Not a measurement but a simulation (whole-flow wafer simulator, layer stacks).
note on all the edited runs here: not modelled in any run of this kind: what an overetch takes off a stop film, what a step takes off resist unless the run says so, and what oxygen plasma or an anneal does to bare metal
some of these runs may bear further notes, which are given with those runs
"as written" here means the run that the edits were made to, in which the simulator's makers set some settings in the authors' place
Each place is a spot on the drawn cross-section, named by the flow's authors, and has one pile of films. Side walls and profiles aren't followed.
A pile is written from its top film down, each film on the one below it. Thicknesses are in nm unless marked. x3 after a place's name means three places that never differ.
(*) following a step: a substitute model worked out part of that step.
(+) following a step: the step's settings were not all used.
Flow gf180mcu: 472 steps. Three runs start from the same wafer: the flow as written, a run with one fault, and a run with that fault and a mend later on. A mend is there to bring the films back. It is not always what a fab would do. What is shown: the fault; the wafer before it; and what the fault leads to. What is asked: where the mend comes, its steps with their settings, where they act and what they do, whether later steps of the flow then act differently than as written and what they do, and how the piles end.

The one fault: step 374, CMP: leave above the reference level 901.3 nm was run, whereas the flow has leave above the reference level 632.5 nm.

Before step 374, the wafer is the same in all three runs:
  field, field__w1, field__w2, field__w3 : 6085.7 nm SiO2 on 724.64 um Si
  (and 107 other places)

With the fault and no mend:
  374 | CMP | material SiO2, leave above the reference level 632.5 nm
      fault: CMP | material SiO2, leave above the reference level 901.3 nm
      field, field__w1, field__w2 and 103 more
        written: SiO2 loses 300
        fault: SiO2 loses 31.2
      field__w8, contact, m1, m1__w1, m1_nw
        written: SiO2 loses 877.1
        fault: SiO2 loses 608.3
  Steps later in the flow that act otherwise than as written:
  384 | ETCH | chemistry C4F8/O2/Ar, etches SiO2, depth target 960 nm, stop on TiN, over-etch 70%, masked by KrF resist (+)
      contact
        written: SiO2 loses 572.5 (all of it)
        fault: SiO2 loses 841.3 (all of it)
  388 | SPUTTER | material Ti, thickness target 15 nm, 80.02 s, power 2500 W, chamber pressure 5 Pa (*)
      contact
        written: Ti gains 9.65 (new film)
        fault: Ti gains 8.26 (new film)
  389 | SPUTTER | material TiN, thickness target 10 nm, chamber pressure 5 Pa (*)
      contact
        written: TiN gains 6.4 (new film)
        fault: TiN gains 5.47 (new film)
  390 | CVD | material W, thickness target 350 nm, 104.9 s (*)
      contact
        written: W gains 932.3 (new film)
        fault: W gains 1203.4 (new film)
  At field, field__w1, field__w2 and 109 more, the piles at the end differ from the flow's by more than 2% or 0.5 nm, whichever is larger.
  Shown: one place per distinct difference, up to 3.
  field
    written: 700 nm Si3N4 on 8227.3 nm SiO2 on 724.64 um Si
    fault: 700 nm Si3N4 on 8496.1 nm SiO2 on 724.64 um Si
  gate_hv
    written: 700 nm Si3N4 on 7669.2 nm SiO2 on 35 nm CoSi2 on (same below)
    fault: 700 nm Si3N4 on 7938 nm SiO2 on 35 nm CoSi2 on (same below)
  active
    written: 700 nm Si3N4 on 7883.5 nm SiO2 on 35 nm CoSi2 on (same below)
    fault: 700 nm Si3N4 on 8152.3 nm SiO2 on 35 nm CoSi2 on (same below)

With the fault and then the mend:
  The mend follows step 382.
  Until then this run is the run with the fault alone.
  382a | STRIP | chemistry O2/N2, power 2160 W, pressure 1700 mTorr (*)
      field, field__w1, field__w2 and 107 more
        KrF resist loses 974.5 (all of it), anti-reflective coat loses 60 (all of it)
      contact
        anti-reflective coat loses 60 (all of it)
  382b | CMP | material SiO2, leave above the reference level 632.5 nm (a further turn of the flow's step 374)
      field, field__w1, field__w2 and 108 more
        SiO2 loses 268.8
  382c | HMDS | 120 C, 60 s (a further turn of the flow's step 376)
      does not change any film at any place that is followed
  382d | COAT | anti-reflective coat, thickness 60 nm, 182 C, 71 s (a further turn of the flow's step 377)
      field, field__w1, field__w2 and 108 more
        anti-reflective coat gains 60 (new film)
  382e | COAT | KrF resist, thickness 1000 nm (a further turn of the flow's step 378)
      field, field__w1, field__w2 and 108 more
        KrF resist gains 1000 (new film)
  382f | SOFTBAKE | KrF resist (a further turn of the flow's step 379)
      does not change any film at any place that is followed
  382g | EXPOSE | photomask Via4 (a further turn of the flow's step 380)
      does not change any film at any place that is followed
  382h | PEB | KrF resist, 135 C, 90 s (a further turn of the flow's step 381)
      field, field__w1, field__w2 and 108 more
        KrF resist loses 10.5
  382i | DEVELOP | KrF resist, thickness 1000 nm, 60 s (a further turn of the flow's step 382)
      field, field__w1, field__w2 and 107 more
        KrF resist loses 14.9
      contact
        KrF resist loses 989.5 (all of it)
  None of the later steps of the flow acts differently than as written at any place that is followed.
  At every place that both follow, the piles at the end match the flow's.
